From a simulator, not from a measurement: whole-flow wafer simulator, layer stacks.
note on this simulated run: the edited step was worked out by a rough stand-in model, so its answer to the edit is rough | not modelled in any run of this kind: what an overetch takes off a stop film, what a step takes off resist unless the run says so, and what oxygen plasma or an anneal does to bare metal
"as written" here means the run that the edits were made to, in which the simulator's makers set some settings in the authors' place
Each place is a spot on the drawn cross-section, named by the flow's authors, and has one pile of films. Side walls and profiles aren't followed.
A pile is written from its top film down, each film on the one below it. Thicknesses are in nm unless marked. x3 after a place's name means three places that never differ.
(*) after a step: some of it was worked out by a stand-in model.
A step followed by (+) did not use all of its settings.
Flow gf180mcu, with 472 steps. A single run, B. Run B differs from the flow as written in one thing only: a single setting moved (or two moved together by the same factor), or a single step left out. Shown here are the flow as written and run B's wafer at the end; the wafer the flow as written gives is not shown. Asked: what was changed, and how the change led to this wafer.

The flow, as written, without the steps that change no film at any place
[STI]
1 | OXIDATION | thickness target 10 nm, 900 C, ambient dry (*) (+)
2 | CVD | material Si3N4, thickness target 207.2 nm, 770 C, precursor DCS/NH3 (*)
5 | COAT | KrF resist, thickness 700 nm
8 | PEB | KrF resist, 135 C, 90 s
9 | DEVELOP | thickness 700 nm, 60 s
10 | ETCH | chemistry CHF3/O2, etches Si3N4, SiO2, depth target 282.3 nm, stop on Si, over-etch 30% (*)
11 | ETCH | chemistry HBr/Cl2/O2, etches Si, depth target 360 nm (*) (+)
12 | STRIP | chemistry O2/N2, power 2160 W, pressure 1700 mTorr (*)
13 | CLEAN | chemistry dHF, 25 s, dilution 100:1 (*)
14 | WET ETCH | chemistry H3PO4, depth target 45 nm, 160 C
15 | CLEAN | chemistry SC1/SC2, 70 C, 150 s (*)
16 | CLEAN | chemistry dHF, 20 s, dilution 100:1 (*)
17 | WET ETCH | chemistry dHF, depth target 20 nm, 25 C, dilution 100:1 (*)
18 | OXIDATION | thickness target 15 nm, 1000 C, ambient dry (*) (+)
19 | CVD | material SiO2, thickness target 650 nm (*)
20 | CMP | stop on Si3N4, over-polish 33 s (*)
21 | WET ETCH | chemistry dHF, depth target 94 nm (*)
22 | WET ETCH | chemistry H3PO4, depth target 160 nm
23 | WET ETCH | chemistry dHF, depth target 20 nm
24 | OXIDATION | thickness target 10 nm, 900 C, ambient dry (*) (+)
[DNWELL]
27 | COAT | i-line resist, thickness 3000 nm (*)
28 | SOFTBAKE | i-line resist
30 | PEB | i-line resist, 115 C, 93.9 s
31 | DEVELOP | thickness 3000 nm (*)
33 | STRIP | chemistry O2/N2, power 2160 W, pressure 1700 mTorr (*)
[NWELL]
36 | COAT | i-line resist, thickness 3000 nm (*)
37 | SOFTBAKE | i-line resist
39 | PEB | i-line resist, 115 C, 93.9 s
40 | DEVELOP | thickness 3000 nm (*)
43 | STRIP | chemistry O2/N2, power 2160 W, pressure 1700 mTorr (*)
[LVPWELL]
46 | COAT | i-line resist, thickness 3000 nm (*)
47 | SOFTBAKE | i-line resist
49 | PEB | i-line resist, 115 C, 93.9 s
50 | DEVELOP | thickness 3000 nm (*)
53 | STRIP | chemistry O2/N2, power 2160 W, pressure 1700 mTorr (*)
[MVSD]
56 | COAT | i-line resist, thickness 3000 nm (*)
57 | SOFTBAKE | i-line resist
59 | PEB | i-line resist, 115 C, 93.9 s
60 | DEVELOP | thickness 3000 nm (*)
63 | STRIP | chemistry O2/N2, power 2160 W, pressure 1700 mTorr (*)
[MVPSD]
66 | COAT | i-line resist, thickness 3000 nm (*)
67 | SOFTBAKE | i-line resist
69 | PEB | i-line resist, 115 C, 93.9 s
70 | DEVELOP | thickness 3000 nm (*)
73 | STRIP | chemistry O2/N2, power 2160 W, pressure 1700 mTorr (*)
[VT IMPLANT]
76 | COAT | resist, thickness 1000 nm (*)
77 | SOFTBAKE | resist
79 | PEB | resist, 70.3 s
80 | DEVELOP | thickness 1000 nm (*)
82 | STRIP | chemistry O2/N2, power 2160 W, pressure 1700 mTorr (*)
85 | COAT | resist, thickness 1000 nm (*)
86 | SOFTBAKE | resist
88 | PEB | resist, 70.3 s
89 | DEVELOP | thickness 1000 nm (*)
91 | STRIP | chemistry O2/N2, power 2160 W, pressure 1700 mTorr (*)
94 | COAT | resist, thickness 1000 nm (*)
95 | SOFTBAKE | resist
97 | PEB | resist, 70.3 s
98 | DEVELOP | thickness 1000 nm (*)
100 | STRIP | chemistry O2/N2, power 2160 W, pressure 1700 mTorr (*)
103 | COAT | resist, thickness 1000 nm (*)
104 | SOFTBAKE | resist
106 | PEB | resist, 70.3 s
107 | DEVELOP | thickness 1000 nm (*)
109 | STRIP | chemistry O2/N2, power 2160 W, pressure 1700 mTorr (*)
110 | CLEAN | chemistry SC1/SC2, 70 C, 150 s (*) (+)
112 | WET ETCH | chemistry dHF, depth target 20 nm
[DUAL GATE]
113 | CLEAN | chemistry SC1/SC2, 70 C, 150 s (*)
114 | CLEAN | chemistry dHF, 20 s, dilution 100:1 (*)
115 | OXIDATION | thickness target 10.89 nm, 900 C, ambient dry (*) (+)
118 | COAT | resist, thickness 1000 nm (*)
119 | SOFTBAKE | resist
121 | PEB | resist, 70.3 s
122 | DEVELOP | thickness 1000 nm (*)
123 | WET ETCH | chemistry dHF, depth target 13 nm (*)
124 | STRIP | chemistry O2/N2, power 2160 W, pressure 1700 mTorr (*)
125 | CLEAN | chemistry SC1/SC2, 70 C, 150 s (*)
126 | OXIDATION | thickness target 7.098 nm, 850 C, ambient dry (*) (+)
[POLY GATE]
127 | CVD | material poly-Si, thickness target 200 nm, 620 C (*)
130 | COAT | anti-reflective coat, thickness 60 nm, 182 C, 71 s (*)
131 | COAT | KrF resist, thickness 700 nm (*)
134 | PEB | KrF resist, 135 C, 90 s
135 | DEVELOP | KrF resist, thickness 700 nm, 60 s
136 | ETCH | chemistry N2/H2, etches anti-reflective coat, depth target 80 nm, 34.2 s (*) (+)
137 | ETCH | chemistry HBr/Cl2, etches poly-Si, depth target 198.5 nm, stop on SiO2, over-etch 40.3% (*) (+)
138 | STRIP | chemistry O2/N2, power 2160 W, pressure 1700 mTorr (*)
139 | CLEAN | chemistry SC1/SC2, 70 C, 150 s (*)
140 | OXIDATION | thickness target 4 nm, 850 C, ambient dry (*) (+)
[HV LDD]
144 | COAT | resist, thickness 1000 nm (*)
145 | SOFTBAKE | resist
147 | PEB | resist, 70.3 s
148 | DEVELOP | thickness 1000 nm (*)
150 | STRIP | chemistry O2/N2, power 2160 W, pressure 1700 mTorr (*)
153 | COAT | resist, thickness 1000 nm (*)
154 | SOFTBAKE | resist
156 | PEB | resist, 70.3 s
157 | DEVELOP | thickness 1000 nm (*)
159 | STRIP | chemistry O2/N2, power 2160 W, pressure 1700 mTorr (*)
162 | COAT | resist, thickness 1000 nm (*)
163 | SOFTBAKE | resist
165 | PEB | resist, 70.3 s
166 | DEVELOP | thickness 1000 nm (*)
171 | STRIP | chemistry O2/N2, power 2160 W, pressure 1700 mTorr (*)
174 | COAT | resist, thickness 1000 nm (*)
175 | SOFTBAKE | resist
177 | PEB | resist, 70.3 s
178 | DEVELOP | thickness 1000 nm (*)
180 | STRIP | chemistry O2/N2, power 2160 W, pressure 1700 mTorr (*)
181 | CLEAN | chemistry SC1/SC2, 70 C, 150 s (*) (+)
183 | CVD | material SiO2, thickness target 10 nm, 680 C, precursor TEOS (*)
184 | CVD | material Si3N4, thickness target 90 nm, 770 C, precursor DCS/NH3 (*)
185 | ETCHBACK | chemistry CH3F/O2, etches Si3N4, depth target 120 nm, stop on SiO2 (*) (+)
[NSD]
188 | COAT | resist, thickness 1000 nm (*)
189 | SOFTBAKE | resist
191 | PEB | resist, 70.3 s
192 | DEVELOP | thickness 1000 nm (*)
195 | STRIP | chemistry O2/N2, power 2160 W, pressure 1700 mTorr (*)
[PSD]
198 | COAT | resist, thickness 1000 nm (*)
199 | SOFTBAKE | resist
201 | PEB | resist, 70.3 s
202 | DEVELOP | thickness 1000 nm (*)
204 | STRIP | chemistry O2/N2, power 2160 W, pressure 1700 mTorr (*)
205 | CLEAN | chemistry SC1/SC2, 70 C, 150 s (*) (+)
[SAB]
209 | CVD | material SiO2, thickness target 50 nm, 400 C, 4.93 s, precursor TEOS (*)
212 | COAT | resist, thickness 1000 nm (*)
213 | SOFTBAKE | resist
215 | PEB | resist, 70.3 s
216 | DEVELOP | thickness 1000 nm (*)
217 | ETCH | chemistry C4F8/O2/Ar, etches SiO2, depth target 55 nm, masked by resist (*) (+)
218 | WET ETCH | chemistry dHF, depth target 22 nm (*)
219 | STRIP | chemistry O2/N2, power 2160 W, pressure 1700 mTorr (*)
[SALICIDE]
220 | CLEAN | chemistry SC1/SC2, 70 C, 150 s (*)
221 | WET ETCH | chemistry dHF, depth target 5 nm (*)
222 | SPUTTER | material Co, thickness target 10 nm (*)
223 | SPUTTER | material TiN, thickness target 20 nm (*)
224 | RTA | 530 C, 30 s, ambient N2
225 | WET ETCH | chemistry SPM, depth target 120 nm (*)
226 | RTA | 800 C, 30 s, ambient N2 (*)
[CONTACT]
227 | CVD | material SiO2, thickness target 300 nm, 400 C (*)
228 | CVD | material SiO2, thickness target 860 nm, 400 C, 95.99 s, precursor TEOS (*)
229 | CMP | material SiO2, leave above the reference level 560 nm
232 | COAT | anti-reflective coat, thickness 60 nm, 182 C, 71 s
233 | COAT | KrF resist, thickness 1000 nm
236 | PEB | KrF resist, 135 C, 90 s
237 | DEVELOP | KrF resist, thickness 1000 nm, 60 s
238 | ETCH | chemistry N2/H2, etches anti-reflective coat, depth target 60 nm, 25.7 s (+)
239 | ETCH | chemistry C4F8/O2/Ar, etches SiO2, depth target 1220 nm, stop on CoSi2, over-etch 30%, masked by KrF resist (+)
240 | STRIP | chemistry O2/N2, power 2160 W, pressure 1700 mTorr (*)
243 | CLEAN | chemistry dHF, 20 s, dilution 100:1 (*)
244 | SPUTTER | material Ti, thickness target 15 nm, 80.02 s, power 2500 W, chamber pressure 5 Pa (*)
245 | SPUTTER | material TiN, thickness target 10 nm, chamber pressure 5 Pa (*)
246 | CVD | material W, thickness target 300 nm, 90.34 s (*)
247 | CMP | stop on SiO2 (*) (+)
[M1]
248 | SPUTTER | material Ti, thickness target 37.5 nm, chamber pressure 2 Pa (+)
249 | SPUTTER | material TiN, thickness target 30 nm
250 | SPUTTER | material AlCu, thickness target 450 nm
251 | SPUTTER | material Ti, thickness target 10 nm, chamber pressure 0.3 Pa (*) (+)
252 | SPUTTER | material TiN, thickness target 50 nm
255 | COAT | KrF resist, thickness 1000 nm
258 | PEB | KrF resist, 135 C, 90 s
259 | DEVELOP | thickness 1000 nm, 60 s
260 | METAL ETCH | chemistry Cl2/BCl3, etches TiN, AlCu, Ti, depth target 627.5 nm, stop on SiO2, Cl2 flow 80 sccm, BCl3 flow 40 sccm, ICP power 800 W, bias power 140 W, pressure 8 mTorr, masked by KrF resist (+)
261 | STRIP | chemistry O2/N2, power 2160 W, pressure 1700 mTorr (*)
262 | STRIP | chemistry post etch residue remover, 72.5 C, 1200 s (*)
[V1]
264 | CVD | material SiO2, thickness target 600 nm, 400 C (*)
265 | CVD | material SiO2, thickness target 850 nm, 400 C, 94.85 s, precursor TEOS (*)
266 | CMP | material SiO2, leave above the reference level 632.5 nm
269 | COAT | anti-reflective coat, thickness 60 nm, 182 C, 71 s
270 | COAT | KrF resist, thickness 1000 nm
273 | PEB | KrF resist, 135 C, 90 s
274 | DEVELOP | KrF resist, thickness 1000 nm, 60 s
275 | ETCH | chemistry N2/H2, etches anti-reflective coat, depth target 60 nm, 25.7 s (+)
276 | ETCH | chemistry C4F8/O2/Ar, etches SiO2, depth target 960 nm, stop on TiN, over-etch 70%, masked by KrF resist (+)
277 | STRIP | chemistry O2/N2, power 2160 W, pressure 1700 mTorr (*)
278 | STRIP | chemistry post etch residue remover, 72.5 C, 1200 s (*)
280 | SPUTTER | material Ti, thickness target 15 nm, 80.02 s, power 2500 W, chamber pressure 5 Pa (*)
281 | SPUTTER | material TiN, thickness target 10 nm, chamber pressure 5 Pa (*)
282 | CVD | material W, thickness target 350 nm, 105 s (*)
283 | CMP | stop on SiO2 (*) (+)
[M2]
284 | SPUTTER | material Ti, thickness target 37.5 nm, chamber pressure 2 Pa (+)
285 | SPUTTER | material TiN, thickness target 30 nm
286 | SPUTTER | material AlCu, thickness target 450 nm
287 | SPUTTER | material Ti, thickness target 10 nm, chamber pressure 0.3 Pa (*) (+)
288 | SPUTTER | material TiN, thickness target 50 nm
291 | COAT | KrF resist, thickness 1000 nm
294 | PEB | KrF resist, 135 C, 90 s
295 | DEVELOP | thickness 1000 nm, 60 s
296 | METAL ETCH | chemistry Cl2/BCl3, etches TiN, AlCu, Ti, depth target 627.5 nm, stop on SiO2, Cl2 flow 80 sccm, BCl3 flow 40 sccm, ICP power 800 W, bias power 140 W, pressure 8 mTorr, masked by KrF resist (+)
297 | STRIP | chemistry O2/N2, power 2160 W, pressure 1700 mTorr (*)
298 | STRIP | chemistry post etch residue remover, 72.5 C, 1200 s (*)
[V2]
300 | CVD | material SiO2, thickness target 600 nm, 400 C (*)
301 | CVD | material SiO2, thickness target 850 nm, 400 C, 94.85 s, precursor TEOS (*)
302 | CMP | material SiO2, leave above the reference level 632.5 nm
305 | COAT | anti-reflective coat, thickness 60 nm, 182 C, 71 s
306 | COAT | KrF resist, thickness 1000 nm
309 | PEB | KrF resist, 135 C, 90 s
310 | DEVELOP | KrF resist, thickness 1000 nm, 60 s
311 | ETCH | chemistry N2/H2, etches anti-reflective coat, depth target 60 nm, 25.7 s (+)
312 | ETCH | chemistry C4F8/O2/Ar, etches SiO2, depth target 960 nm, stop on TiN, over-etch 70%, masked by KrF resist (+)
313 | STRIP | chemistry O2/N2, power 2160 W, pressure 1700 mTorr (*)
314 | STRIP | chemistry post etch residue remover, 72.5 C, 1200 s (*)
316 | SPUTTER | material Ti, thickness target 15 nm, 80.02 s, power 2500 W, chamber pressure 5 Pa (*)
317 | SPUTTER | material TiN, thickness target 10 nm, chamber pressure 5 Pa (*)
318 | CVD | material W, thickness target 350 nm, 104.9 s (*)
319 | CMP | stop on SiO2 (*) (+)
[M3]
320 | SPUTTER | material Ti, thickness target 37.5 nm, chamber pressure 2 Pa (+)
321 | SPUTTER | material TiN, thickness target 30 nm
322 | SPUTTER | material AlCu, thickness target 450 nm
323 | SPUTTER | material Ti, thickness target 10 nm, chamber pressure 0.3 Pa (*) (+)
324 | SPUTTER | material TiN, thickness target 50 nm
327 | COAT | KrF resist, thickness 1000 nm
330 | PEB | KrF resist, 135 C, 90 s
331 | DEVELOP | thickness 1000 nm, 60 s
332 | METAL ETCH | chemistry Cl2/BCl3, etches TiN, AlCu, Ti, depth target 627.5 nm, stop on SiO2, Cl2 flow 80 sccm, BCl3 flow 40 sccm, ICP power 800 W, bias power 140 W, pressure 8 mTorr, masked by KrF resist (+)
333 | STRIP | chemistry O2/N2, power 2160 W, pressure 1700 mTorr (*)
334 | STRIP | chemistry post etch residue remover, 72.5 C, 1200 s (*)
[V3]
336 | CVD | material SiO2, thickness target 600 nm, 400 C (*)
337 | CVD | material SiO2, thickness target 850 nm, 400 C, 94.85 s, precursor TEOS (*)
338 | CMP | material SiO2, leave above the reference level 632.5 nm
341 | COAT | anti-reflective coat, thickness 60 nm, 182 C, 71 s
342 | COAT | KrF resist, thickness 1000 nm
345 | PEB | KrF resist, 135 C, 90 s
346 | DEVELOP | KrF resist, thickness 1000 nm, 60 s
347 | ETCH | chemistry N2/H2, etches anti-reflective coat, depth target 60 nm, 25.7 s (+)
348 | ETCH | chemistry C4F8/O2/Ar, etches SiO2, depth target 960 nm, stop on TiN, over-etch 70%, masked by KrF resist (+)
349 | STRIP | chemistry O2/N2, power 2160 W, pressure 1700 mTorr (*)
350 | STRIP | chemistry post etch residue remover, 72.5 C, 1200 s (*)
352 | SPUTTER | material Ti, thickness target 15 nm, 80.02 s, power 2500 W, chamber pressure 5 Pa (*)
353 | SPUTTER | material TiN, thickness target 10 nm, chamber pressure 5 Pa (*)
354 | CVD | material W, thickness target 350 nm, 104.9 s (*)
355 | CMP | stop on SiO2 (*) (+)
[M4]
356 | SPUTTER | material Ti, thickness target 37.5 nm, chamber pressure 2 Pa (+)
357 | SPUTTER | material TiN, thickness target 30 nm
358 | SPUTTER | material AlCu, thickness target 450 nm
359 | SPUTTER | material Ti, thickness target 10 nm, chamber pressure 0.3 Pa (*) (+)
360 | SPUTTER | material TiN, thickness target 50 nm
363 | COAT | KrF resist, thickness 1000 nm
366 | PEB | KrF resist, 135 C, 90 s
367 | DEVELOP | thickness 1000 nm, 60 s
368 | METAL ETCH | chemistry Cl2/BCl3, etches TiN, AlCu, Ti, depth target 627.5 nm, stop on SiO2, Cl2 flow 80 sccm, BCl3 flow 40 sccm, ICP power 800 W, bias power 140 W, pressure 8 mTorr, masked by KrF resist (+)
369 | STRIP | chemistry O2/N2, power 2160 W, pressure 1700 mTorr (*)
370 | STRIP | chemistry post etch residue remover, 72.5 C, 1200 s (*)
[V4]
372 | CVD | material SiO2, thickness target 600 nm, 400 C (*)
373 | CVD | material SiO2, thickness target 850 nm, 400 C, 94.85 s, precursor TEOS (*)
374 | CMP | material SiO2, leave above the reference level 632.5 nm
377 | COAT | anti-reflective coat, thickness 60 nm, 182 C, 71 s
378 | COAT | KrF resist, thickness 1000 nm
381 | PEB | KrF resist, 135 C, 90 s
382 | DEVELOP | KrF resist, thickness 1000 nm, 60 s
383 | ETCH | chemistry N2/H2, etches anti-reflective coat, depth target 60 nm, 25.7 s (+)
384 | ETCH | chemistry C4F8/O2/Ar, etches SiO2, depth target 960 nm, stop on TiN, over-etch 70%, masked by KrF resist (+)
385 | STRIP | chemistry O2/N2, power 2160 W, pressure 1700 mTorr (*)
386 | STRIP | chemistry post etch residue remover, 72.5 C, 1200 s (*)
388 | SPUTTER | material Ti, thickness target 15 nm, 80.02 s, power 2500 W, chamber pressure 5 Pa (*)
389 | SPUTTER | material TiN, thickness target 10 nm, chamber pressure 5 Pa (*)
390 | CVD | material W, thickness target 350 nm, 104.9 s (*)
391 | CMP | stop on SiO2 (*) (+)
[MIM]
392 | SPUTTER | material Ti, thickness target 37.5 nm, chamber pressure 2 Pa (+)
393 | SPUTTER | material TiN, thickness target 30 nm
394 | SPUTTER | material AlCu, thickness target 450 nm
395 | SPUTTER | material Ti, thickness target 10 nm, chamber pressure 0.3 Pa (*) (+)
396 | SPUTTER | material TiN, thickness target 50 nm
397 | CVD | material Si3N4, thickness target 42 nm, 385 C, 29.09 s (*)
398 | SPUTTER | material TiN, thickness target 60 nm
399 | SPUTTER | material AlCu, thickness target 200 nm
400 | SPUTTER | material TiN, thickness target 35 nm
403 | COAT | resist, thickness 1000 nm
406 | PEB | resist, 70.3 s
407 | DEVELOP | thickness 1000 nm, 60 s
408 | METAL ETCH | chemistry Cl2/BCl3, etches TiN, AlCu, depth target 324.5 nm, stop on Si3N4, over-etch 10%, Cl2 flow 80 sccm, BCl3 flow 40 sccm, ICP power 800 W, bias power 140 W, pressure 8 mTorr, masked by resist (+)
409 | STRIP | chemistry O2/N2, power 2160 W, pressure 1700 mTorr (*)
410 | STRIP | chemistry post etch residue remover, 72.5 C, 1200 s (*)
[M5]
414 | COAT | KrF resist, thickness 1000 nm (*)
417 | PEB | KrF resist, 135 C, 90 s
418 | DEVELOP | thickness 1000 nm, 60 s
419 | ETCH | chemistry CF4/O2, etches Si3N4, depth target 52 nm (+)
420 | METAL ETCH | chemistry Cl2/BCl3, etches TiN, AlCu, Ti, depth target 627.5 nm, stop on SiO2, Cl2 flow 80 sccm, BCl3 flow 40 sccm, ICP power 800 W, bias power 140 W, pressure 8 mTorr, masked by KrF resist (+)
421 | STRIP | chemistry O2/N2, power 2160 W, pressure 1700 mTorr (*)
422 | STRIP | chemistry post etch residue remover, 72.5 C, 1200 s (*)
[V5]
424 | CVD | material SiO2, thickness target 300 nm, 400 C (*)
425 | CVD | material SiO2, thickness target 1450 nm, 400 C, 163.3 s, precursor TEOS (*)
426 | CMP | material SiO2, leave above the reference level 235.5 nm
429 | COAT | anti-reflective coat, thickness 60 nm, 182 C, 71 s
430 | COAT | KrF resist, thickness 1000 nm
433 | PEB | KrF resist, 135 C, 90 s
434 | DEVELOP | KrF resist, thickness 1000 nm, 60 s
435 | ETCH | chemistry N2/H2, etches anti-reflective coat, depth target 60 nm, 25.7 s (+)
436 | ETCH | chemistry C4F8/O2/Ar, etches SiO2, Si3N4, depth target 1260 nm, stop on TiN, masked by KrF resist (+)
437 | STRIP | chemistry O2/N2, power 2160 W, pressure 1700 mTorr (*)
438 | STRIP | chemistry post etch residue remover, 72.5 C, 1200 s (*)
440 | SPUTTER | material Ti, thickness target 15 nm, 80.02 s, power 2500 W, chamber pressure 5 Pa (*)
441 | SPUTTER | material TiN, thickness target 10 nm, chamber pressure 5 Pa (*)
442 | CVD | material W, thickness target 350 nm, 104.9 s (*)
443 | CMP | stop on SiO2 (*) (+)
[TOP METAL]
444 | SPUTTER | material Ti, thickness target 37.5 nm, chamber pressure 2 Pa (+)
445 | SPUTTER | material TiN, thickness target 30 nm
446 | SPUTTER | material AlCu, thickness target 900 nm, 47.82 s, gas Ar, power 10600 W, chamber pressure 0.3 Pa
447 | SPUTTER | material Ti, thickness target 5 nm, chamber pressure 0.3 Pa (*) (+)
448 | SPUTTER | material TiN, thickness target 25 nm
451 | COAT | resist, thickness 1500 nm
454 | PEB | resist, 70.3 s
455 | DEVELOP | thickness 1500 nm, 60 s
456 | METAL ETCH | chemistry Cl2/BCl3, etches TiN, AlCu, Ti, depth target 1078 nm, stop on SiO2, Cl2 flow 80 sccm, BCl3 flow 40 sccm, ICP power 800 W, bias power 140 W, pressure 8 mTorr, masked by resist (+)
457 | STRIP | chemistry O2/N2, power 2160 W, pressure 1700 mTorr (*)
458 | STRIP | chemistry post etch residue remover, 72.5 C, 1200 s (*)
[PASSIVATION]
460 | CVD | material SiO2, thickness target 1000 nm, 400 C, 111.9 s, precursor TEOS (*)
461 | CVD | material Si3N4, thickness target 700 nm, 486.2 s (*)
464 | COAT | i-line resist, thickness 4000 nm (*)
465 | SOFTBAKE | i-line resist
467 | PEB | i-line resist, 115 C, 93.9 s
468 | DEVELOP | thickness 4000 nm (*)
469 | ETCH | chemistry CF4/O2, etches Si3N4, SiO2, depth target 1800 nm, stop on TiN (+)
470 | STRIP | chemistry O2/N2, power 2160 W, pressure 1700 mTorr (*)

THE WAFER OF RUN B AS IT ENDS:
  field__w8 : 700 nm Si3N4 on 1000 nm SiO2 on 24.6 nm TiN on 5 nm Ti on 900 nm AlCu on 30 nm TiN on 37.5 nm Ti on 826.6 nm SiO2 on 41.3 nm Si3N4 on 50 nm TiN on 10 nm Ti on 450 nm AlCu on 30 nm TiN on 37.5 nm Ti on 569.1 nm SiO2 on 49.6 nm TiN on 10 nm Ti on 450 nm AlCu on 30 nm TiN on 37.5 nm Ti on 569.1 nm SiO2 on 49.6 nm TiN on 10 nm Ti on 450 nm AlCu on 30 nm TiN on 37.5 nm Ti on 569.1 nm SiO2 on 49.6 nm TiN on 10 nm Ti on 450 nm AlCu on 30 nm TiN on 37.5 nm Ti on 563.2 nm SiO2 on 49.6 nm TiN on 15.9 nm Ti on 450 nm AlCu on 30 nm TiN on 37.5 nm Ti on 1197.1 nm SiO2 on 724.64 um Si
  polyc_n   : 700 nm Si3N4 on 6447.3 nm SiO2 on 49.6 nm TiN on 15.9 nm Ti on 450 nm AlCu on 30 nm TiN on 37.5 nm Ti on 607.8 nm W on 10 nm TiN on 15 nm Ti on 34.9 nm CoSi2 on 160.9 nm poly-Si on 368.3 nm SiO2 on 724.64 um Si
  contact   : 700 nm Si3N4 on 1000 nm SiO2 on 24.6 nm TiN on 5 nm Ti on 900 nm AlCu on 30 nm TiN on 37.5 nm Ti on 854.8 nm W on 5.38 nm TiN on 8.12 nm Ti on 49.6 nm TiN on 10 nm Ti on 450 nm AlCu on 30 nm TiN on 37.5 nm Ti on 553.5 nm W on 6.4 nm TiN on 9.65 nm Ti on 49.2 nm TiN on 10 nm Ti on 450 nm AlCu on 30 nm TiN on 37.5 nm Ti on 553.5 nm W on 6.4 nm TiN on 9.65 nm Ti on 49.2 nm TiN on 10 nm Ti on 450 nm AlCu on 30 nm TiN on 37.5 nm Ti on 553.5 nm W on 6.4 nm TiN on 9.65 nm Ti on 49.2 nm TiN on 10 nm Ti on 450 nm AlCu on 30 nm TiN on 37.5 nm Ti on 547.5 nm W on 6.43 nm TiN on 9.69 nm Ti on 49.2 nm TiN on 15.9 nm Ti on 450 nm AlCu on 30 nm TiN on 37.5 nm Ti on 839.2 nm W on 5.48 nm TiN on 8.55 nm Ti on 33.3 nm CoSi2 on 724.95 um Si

Cause: step 251, SPUTTER: thickness target 15.9 nm was run, whereas the flow has thickness target 10 nm.
The wafer lets one read it off: field__w8 has Ti 15.9, and step 251 as written asks for 10 nm.

The path from the change to this, step by step:
  251 | SPUTTER | material Ti, thickness target 10 nm, chamber pressure 0.3 Pa (*) (+)
      field, field__w1, field__w2 and 108 more: Ti gains 15.9 (new film) (it would be, as written: Ti gains 10 (new film))
  260 | METAL ETCH | chemistry Cl2/BCl3, etches TiN, AlCu, Ti, depth target 627.5 nm, stop on SiO2, Cl2 flow 80 sccm, BCl3 flow 40 sccm, ICP power 800 W, bias power 140 W, pressure 8 mTorr, masked by KrF resist (+)
      field, field__w1, field__w2 and 99 more: TiN loses 50 (all of it), Ti loses 15.9 (all of it), AlCu loses 450 (all of it), TiN loses 30 (all of it), Ti loses 37.5 (all of it) (it would be, as written: TiN loses 50 (all of it), Ti loses 10 (all of it), AlCu loses 450 (all of it), TiN loses 30 (all of it), Ti loses 37.5 (all of it))
